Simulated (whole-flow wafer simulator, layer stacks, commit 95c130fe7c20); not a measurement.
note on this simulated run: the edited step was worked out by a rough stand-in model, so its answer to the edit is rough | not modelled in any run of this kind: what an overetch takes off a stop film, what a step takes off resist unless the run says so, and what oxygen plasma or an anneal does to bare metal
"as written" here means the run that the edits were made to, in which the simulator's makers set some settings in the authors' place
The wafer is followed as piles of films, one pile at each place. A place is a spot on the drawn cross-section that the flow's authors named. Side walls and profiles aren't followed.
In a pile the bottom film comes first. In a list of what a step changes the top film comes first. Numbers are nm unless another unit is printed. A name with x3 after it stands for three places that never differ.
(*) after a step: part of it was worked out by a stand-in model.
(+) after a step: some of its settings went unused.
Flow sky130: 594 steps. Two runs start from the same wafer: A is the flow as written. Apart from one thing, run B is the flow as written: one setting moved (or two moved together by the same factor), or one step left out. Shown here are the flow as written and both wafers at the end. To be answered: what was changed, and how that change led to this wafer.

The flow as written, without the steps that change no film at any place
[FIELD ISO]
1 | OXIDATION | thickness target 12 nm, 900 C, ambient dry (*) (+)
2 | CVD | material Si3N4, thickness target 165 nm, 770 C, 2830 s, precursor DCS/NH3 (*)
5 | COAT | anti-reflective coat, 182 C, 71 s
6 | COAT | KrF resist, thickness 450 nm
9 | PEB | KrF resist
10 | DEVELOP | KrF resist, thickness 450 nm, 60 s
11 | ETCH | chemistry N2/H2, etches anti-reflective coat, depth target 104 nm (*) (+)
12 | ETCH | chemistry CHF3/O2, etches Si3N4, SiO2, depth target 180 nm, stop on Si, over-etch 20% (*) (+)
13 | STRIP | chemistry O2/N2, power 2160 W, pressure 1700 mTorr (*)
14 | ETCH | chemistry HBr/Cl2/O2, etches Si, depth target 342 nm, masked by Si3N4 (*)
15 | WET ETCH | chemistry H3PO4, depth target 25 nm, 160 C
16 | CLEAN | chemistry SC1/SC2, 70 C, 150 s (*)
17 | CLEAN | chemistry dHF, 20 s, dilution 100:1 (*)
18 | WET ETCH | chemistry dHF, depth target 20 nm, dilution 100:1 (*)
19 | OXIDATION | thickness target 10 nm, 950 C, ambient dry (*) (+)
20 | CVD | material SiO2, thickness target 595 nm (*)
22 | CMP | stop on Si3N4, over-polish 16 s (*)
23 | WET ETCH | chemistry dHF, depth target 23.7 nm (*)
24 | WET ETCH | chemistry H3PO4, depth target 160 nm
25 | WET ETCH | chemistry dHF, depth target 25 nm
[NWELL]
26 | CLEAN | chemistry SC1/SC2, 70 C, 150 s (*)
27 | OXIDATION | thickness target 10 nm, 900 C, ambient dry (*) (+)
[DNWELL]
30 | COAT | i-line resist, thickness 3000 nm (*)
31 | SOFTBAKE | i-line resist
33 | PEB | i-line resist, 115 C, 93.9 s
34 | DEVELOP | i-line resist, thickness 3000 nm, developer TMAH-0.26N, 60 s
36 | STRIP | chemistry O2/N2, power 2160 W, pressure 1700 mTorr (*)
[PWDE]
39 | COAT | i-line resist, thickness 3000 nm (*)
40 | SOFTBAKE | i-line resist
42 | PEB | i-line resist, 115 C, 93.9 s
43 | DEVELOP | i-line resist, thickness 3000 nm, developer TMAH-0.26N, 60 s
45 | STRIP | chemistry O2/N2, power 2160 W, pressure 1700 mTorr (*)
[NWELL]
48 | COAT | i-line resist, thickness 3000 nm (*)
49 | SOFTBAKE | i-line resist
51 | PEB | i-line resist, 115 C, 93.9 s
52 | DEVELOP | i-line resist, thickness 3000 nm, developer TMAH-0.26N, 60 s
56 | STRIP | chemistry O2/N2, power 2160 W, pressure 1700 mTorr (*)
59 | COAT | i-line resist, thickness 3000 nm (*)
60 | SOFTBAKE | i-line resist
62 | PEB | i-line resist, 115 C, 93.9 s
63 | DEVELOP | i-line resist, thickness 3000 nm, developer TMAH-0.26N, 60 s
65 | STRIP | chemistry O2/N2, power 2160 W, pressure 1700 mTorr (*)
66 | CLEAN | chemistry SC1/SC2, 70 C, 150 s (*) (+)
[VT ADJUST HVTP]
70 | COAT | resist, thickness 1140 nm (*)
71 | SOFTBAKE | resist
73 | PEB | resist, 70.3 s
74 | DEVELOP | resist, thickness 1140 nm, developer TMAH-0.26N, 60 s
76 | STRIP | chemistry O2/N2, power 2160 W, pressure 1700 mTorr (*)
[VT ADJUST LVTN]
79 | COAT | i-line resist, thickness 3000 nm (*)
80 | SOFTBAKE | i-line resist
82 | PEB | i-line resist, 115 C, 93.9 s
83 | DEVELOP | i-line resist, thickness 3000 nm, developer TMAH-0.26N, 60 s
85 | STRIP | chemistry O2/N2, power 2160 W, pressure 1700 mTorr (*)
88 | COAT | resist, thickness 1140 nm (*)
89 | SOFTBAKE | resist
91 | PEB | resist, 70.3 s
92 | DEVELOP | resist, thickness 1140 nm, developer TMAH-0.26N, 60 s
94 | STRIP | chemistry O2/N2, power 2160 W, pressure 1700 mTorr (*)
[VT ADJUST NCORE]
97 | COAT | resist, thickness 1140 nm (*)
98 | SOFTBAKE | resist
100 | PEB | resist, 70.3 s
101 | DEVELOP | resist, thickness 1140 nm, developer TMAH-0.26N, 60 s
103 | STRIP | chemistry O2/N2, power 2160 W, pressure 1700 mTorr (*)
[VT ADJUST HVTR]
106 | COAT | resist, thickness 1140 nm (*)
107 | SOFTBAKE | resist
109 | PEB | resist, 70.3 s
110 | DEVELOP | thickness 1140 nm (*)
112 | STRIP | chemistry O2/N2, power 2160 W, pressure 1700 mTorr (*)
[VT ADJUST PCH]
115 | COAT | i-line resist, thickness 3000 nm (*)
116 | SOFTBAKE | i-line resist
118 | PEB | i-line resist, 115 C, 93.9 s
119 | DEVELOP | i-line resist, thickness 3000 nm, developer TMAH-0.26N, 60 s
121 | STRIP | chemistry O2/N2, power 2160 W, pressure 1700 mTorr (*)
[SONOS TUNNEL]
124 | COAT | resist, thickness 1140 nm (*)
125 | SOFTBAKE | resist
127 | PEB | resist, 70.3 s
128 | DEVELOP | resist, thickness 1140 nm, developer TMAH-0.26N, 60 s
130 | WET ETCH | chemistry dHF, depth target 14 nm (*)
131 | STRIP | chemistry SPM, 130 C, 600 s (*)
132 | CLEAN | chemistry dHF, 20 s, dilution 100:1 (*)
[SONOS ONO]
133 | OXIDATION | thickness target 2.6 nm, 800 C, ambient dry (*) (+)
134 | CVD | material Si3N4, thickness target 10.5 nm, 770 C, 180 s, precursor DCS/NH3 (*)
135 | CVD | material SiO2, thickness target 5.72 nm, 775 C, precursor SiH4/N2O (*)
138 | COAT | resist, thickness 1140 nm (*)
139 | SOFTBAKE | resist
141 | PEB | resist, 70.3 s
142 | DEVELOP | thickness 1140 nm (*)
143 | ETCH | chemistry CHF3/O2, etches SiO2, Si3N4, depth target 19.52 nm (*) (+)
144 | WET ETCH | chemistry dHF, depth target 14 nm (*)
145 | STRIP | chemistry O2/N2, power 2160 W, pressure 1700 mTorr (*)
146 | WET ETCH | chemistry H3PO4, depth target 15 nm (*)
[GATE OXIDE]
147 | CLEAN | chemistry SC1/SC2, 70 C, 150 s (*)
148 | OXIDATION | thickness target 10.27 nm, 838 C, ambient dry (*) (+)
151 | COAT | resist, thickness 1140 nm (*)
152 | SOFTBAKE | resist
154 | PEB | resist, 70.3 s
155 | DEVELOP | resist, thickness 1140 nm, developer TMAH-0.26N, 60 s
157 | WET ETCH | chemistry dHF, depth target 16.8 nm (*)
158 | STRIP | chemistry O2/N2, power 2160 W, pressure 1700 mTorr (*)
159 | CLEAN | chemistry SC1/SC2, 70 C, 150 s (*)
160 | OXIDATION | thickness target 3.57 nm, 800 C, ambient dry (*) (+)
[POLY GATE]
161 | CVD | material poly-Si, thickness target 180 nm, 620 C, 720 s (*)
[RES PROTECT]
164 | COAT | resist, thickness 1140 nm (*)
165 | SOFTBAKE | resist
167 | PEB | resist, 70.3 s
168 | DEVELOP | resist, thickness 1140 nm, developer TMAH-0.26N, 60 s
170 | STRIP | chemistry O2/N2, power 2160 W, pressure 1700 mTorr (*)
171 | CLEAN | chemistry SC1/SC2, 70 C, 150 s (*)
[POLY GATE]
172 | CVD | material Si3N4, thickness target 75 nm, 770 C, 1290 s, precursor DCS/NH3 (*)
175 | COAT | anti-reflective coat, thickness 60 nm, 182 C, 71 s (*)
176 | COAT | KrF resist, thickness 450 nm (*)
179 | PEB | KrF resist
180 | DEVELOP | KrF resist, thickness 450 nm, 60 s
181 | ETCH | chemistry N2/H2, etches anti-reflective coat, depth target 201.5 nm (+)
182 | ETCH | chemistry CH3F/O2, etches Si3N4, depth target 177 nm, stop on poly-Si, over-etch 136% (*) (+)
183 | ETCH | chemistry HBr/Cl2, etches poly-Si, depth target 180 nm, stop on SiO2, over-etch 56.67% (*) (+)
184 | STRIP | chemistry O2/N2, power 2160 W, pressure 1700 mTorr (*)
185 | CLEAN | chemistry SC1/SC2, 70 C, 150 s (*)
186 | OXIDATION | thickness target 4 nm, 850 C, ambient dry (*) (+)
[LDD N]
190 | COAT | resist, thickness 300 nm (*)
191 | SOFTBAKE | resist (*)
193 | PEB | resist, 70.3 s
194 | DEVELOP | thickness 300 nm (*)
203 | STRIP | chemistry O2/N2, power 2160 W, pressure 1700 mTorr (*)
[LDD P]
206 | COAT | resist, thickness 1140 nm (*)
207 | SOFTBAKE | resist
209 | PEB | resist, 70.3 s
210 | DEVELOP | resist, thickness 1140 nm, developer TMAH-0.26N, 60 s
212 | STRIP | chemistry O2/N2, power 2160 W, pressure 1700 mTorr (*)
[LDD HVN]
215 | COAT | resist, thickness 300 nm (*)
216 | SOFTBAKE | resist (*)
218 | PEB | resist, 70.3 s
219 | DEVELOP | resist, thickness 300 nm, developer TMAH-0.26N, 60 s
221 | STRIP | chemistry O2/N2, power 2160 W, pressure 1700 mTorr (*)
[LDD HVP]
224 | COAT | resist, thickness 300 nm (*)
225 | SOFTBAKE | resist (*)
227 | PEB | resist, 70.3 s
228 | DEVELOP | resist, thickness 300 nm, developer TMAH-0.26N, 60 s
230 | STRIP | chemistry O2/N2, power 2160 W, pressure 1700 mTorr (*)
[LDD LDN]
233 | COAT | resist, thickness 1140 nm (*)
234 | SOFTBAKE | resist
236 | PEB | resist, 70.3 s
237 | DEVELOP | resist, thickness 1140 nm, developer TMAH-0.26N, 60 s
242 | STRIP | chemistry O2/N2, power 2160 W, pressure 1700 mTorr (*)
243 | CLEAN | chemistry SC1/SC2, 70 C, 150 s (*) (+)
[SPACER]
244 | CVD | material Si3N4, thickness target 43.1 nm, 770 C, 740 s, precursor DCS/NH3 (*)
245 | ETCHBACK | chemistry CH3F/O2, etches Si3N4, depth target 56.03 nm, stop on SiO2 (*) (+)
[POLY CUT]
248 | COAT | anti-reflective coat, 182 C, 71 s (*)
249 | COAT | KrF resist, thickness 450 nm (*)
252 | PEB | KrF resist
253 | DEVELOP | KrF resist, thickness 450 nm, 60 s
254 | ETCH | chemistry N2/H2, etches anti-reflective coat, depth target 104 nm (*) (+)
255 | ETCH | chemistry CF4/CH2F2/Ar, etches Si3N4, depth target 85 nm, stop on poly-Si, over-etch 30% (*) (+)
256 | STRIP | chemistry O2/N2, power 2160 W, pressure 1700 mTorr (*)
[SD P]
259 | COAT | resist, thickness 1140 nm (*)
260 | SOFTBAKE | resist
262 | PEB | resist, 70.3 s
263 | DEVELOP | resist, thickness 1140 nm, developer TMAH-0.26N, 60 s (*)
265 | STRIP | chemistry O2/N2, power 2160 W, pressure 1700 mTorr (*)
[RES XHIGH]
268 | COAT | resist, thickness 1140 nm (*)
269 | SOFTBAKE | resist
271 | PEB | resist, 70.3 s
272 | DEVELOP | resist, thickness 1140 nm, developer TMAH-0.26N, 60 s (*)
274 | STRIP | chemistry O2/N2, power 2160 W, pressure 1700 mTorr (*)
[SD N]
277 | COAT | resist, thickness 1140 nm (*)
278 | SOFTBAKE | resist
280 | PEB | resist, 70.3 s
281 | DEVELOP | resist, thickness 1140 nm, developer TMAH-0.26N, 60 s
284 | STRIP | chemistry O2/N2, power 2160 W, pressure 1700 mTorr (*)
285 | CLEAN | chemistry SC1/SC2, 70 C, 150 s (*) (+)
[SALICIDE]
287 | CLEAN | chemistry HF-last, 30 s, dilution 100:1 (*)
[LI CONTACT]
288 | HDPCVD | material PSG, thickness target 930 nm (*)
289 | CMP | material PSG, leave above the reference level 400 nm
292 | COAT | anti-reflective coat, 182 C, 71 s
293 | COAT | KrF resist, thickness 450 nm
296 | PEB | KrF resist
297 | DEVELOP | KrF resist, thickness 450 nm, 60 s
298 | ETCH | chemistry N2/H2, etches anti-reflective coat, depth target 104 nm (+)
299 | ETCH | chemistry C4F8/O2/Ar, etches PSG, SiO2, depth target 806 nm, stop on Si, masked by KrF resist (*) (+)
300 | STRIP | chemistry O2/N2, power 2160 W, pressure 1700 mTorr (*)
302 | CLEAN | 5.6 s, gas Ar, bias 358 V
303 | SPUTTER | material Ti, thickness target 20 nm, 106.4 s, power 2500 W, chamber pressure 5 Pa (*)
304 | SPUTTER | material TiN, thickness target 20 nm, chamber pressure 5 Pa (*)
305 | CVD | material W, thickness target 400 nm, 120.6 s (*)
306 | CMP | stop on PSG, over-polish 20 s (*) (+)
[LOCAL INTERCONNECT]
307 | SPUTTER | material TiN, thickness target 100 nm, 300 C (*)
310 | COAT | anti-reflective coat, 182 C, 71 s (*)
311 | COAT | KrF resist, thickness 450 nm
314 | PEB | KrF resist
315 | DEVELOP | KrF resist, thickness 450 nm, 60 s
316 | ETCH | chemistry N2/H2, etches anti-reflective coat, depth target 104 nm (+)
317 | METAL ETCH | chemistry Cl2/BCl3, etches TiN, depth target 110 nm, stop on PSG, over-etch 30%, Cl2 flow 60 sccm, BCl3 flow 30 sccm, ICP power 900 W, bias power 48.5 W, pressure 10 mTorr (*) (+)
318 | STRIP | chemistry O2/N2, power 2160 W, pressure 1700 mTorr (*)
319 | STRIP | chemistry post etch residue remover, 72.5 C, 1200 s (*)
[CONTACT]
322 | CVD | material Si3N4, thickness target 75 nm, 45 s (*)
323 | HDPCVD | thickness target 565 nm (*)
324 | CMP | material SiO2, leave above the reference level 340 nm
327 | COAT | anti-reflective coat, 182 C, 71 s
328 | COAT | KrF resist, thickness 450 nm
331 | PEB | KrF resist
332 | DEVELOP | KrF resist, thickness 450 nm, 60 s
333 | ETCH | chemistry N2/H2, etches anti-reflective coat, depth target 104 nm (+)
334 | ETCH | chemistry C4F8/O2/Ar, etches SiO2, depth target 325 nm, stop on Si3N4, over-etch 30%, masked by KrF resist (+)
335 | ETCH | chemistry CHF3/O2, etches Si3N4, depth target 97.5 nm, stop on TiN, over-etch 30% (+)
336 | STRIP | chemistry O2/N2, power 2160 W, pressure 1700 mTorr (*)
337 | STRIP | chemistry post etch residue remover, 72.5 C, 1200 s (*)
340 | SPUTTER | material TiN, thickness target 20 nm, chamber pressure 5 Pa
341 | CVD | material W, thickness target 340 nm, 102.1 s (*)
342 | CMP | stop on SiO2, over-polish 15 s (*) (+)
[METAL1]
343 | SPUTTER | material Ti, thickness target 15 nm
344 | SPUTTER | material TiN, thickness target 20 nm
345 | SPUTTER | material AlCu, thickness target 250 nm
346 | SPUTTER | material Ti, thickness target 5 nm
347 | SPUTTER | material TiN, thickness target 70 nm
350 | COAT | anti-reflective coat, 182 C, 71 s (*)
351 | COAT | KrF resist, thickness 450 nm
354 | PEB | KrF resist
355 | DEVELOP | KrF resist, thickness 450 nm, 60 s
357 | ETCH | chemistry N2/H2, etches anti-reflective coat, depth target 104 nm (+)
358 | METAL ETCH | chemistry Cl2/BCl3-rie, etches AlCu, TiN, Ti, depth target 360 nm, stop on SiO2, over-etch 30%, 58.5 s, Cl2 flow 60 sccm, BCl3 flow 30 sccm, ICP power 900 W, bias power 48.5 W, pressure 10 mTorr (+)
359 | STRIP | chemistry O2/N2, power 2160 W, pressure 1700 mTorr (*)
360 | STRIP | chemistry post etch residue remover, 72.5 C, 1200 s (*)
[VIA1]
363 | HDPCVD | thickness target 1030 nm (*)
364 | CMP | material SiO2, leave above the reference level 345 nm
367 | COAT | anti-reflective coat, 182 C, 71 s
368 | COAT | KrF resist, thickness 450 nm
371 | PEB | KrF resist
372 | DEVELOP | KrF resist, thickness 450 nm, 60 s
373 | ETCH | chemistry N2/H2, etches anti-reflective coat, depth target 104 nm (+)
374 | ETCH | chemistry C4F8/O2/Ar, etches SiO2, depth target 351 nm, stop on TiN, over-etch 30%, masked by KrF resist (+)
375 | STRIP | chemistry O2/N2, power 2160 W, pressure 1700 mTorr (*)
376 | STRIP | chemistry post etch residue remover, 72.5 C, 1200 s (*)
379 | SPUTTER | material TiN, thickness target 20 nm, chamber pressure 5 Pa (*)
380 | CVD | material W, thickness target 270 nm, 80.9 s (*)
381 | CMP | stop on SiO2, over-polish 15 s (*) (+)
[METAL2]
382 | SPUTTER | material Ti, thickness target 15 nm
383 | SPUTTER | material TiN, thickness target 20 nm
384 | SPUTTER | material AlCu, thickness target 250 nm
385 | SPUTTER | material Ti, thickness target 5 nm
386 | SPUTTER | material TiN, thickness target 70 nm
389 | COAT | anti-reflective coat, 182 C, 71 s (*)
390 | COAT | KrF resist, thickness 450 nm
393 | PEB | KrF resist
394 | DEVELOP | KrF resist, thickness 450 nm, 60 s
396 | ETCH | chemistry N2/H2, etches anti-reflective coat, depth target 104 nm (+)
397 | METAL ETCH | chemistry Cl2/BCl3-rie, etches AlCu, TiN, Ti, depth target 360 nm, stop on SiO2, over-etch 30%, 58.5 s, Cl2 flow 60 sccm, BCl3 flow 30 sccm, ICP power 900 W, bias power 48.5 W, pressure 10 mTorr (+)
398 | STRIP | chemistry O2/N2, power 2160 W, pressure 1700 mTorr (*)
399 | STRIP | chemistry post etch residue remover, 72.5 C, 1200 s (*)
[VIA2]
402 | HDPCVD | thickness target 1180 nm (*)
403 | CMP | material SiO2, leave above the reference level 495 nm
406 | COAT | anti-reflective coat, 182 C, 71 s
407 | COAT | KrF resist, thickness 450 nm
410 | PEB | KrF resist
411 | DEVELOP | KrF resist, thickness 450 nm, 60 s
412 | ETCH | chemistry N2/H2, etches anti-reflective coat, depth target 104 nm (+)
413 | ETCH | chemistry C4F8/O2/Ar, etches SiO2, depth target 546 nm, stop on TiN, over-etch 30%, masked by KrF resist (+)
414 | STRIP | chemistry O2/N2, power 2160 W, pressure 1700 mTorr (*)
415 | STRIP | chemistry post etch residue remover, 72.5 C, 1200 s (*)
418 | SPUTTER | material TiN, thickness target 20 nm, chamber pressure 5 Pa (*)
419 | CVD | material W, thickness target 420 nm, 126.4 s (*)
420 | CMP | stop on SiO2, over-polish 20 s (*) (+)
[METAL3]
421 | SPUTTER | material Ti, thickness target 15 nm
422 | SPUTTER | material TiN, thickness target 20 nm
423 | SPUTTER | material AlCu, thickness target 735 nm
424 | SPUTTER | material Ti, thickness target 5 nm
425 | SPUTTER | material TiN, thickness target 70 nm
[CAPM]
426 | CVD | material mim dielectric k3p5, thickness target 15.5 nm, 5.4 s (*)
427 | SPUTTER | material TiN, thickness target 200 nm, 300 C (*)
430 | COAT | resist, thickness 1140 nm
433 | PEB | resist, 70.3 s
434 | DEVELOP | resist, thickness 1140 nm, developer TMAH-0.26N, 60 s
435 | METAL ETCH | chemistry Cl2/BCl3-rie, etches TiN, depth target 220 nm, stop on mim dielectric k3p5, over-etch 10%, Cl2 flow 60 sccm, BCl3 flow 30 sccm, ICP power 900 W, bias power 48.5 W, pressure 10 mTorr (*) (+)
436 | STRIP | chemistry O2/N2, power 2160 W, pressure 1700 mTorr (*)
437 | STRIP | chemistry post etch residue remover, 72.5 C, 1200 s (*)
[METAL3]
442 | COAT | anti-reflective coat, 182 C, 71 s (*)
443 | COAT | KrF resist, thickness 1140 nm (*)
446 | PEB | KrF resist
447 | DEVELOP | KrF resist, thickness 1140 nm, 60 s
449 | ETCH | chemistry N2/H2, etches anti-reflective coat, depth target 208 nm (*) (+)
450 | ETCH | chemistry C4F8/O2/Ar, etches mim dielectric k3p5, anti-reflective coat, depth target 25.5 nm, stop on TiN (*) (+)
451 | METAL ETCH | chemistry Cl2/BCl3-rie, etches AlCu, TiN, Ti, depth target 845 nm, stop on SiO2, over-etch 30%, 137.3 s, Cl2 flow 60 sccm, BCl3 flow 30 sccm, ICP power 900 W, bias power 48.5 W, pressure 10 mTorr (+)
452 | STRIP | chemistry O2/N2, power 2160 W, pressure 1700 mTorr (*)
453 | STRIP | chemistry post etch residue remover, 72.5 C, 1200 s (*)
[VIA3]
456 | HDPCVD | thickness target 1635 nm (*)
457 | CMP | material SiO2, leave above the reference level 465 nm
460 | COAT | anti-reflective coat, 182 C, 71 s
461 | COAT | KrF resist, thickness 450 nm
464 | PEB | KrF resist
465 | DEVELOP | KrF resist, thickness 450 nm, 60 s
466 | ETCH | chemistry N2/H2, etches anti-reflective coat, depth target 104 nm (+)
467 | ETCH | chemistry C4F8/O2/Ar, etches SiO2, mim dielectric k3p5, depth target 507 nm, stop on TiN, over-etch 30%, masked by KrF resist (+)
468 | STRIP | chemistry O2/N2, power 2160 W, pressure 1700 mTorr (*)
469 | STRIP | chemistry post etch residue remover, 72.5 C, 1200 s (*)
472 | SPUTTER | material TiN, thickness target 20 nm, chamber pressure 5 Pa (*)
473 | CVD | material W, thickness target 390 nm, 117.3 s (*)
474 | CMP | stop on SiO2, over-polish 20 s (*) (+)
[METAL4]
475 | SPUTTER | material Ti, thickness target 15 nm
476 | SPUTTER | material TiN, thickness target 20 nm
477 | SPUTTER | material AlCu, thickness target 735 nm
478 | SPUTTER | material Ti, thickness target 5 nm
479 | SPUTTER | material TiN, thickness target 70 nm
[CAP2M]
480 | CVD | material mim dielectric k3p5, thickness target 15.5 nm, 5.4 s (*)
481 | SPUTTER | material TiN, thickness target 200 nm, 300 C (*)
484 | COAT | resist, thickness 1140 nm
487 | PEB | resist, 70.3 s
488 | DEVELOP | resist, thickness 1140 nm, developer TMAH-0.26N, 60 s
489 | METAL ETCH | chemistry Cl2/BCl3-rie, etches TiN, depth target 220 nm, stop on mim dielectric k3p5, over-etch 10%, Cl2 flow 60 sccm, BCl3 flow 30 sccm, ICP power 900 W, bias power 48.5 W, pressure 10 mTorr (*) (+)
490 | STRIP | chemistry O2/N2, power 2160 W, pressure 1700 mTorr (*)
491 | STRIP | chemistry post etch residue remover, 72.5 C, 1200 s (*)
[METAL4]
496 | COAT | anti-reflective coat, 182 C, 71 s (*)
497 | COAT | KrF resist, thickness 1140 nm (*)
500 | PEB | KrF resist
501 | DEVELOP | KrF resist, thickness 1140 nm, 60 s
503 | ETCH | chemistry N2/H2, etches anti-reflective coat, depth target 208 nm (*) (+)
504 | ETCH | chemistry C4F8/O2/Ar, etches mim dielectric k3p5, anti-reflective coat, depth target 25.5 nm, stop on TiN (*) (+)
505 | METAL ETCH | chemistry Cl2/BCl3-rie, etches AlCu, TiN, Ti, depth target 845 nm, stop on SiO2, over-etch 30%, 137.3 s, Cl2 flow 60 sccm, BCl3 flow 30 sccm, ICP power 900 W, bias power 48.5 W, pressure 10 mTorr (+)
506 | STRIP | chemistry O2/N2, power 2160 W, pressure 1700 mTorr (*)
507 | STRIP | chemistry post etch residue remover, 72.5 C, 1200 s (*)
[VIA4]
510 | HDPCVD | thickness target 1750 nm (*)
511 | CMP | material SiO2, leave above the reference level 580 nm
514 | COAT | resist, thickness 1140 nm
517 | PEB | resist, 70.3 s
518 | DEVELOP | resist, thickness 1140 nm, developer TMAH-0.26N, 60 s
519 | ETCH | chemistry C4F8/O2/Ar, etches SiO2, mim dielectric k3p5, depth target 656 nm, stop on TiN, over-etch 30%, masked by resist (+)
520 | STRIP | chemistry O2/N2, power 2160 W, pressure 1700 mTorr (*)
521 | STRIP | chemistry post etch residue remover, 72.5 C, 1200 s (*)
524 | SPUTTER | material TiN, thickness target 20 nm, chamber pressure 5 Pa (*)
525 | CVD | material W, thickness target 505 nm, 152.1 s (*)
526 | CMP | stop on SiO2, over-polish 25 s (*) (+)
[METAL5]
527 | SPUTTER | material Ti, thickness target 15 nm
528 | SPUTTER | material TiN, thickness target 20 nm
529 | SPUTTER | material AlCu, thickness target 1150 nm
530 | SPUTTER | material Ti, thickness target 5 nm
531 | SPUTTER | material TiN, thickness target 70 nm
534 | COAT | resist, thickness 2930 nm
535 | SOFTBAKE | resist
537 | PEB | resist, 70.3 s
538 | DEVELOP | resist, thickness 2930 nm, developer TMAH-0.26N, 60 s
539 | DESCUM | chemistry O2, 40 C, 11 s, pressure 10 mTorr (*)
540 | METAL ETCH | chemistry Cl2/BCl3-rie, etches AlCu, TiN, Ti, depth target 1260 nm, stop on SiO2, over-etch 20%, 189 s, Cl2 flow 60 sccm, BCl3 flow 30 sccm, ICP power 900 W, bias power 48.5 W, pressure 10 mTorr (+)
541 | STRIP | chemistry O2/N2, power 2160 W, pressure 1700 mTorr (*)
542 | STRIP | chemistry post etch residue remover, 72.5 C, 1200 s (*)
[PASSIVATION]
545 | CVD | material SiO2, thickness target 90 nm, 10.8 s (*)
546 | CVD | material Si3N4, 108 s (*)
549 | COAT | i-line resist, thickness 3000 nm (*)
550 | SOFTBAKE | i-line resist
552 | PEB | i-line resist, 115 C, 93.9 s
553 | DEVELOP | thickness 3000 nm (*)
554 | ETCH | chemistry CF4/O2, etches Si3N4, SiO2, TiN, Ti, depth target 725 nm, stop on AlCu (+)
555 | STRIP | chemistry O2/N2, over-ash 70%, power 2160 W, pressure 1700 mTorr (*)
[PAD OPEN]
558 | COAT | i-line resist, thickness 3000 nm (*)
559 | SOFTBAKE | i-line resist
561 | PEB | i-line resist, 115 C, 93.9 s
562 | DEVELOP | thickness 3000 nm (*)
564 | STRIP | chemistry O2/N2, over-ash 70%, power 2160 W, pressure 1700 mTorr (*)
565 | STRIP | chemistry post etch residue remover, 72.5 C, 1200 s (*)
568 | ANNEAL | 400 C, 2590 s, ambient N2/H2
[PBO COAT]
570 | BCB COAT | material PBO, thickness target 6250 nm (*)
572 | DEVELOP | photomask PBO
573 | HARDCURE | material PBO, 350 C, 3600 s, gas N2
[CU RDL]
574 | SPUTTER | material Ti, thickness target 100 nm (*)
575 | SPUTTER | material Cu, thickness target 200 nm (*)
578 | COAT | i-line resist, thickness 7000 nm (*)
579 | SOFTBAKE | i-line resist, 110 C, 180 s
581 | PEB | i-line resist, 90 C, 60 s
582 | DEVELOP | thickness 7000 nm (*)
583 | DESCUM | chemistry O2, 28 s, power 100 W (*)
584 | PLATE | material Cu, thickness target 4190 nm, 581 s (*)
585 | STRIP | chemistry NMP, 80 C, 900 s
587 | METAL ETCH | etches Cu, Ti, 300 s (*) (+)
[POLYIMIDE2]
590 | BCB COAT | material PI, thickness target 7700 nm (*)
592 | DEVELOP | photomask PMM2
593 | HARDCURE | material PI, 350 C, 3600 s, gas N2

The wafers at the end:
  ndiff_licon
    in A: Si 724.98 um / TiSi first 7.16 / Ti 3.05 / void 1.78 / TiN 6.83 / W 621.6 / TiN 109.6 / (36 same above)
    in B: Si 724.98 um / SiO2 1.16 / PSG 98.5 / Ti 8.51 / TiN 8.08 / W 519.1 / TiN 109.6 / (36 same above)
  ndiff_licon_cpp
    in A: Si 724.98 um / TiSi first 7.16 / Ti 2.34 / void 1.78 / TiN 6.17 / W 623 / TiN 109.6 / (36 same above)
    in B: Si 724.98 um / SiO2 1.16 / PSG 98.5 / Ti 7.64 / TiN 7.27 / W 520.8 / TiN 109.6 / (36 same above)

What caused this: step 299, ETCH: depth target 540 nm was run, though the flow has depth target 806 nm.

The path from the change to this, step by step:
  299 | ETCH | chemistry C4F8/O2/Ar, etches PSG, SiO2, depth target 806 nm, stop on Si, masked by KrF resist (*) (+)
      contact, ndiff_licon, ndiff_licon_cpp: A PSG loses 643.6 (all of it), SiO2 loses 1.16 (all of it) | B PSG loses 540
      field, active, n_well and 184 more: A KrF resist loses 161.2 | B KrF resist loses 108
  300 | STRIP | chemistry O2/N2, power 2160 W, pressure 1700 mTorr (*)
      contact, ndiff_licon, ndiff_licon_cpp: A chemical SiO2 gains 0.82 (new film), Si loses 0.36 | B nothing
      field, active, n_well and 184 more: A KrF resist loses 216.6 (all of it), anti-reflective coat loses 80 (all of it) | B KrF resist loses 269.8 (all of it), anti-reflective coat loses 80 (all of it)
  302 | CLEAN | 5.6 s, gas Ar, bias 358 V
      contact, ndiff_licon, ndiff_licon_cpp: A chemical SiO2 loses 0.82 (all of it) | B PSG loses 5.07
  303 | SPUTTER | material Ti, thickness target 20 nm, 106.4 s, power 2500 W, chamber pressure 5 Pa (*)
      ndiff_licon: A Ti gains 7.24 (new film) | B Ti gains 8.51 (new film)
      ndiff_licon_cpp: A Ti gains 6.53 (new film) | B Ti gains 7.64 (new film)
  304 | SPUTTER | material TiN, thickness target 20 nm, chamber pressure 5 Pa (*)
      ndiff_licon: A TiN gains 6.83 (new film) | B TiN gains 8.08 (new film)
      ndiff_licon_cpp: A TiN gains 6.17 (new film) | B TiN gains 7.27 (new film)
  305 | CVD | material W, thickness target 400 nm, 120.6 s (*)
      ndiff_licon: A W gains 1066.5 (new film) | B W gains 964 (new film)
      ndiff_licon_cpp: A W gains 1067.9 (new film) | B W gains 965.7 (new film)
  568 | ANNEAL | 400 C, 2590 s, ambient N2/H2
      ndiff_licon, ndiff_licon_cpp: A under 37 films: void gains 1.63 (new film), Ti loses 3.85, TiSi first gains 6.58 (new film), Si loses 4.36 | B nothing
Taking metal films that touch as one body, ndiff_licon has 5 bodies (between them, from the top down: SiO2 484 / mim dielectric k3p5 15.5; SiO2 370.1 / mim dielectric k3p5 15.5; SiO2 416; SiO2 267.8); the flow as written gives 6 bodies (between them, from the top down: SiO2 484 / mim dielectric k3p5 15.5; SiO2 370.1 / mim dielectric k3p5 15.5; SiO2 416; SiO2 267.8; void 1.78).
Taking metal films that touch as one body, ndiff_licon_cpp has 5 bodies (between them, from the top down: SiO2 484 / mim dielectric k3p5 15.5; SiO2 370.1 / mim dielectric k3p5 15.5; SiO2 416; SiO2 267.8); the flow as written gives 6 bodies (between them, from the top down: SiO2 484 / mim dielectric k3p5 15.5; SiO2 370.1 / mim dielectric k3p5 15.5; SiO2 416; SiO2 267.8; void 1.78).
